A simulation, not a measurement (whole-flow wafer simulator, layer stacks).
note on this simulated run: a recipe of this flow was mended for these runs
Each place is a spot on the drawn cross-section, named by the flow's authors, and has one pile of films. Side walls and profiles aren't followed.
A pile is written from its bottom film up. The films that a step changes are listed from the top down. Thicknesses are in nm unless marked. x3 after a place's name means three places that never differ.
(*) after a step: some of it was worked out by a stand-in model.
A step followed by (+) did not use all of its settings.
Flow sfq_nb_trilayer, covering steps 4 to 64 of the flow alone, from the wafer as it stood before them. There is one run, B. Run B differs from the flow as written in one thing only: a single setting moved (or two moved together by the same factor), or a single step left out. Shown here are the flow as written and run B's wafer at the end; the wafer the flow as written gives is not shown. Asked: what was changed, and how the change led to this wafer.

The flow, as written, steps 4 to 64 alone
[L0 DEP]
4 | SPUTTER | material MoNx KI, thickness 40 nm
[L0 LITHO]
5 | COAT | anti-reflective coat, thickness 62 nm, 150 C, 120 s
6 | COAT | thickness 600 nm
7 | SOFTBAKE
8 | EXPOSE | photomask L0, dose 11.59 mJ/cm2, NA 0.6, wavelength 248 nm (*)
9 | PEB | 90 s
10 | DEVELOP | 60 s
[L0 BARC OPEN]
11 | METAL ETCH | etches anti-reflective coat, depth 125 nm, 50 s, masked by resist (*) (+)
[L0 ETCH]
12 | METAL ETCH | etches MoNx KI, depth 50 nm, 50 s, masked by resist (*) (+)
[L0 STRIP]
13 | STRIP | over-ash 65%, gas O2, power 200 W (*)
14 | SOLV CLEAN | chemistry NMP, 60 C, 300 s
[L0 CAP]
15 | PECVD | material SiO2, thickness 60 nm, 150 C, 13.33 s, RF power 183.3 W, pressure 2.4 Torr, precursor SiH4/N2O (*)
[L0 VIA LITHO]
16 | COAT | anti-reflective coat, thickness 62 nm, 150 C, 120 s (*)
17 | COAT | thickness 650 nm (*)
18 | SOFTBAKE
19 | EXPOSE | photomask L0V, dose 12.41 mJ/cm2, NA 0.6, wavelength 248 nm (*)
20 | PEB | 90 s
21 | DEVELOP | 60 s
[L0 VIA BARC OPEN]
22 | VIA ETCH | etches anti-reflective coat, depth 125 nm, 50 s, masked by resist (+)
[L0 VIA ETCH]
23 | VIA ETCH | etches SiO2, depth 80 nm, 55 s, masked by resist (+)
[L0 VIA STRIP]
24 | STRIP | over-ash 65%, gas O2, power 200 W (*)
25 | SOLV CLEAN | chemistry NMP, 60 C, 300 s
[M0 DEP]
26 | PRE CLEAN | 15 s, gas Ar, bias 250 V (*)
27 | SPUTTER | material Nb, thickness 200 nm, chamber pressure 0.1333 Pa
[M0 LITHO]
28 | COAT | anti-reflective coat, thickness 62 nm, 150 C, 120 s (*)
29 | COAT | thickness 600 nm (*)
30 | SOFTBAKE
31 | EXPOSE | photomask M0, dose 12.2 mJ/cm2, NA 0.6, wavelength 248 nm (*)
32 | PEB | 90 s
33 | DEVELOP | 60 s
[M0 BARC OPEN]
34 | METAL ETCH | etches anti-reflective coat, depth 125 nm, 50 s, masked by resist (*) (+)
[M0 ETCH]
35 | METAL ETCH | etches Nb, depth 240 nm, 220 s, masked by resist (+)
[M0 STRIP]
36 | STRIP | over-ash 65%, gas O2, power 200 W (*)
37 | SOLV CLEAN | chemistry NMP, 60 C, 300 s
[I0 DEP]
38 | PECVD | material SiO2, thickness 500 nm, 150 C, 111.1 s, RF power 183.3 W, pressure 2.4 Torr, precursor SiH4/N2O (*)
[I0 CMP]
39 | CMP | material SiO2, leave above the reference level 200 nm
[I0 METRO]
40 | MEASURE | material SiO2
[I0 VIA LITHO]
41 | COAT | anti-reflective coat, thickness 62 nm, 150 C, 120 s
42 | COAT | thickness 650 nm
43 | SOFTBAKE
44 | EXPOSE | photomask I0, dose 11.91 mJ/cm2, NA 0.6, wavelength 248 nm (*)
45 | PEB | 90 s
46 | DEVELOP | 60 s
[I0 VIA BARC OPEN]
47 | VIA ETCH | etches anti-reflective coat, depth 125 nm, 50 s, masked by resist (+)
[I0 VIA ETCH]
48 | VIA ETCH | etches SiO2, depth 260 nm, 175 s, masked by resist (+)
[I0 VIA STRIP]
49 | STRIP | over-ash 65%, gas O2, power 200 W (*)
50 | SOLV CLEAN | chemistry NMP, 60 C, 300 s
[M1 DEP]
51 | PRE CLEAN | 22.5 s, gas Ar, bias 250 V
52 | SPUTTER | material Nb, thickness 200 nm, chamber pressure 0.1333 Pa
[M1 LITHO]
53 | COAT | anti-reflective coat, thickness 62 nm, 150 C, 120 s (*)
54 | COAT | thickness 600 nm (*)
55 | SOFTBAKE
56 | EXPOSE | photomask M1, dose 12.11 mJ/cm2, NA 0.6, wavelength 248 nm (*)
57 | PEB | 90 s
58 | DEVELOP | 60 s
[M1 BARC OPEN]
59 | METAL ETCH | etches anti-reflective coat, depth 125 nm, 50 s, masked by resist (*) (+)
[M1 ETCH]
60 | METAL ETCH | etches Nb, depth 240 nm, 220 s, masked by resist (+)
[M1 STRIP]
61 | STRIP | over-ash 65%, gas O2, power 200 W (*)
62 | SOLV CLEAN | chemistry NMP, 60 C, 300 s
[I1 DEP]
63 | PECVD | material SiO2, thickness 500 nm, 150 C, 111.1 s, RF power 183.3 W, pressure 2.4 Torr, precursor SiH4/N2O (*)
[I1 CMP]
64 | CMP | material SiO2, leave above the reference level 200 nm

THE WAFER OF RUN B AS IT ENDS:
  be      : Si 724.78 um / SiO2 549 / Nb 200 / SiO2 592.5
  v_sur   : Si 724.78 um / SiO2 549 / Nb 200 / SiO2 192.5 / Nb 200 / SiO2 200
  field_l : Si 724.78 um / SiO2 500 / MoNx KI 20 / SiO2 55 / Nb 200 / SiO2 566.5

Cause: step 4, SPUTTER: thickness 20 nm was run, while the flow as written has thickness 40 nm.
One can read it off the wafer: field_l has MoNx KI 20, and step 4 as written asks for 40 nm.

Step by step, how the change led to this:
  4 | SPUTTER | material MoNx KI, thickness 40 nm
      field_l, v_sur, via_wl and 103 more: +20 MoNx KI (new film) (in the flow as written it would be: +40 MoNx KI (new film))
  12 | METAL ETCH | etches MoNx KI, depth 50 nm, 50 s, masked by resist (*) (+)
      v_sur, via_wl, via_w and 97 more: -20 MoNx KI (all of it), -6 SiO2 (in the flow as written it would be: -40 MoNx KI (all of it), -2 SiO2)
  16 | COAT | anti-reflective coat, thickness 62 nm, 150 C, 120 s (*)
      l0r_line_l, l0r_line_c, l0r_line_r: +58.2 anti-reflective coat (new film) (in the flow as written it would be: +56.2 anti-reflective coat (new film))
      field_l: +54.3 anti-reflective coat (new film) (in the flow as written it would be: +50 anti-reflective coat (new film))
      (also at 7 further places)
  22 | VIA ETCH | etches anti-reflective coat, depth 125 nm, 50 s, masked by resist (+)
      l0v: -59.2 anti-reflective coat (all of it), -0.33 SiO2 (in the flow as written it would be: -57.9 anti-reflective coat (all of it), -0.34 SiO2)
  24 | STRIP | over-ash 65%, gas O2, power 200 W (*)
      l0r_line_l, l0r_line_c, l0r_line_r: -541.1 KrF-resist-other-grade (all of it), -58.2 anti-reflective coat (all of it) (in the flow as written it would be: -540.5 KrF-resist-other-grade (all of it), -56.2 anti-reflective coat (all of it))
      field_l: -537.6 KrF-resist-other-grade (all of it), -54.3 anti-reflective coat (all of it) (in the flow as written it would be: -534.7 KrF-resist-other-grade (all of it), -50 anti-reflective coat (all of it))
      (also at 6 further places)
  28 | COAT | anti-reflective coat, thickness 62 nm, 150 C, 120 s (*)
      l0r_line_c, l0r_line_r: +58.3 anti-reflective coat (new film) (in the flow as written it would be: +56.5 anti-reflective coat (new film))
      field_l: +54.6 anti-reflective coat (new film) (in the flow as written it would be: +50.5 anti-reflective coat (new film))
      (also at 7 further places)
  36 | STRIP | over-ash 65%, gas O2, power 200 W (*)
      l0r_line_c, l0r_line_r: -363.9 KrF-resist-other-grade (all of it), -58.3 anti-reflective coat (all of it) (in the flow as written it would be: -363.4 KrF-resist-other-grade (all of it), -56.5 anti-reflective coat (all of it))
      field_l: -360.2 KrF-resist-other-grade (all of it), -54.6 anti-reflective coat (all of it) (in the flow as written it would be: -357.4 KrF-resist-other-grade (all of it), -50.5 anti-reflective coat (all of it))
      (also at 7 further places)
  39 | CMP | material SiO2, leave above the reference level 200 nm
      field_l, l0_sur, l0r_line_l, l0r_line_c, l0r_line_r: -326 SiO2 (in the flow as written it would be: -342 SiO2)
      l0v: -261.4 SiO2 (in the flow as written it would be: -277.4 SiO2)
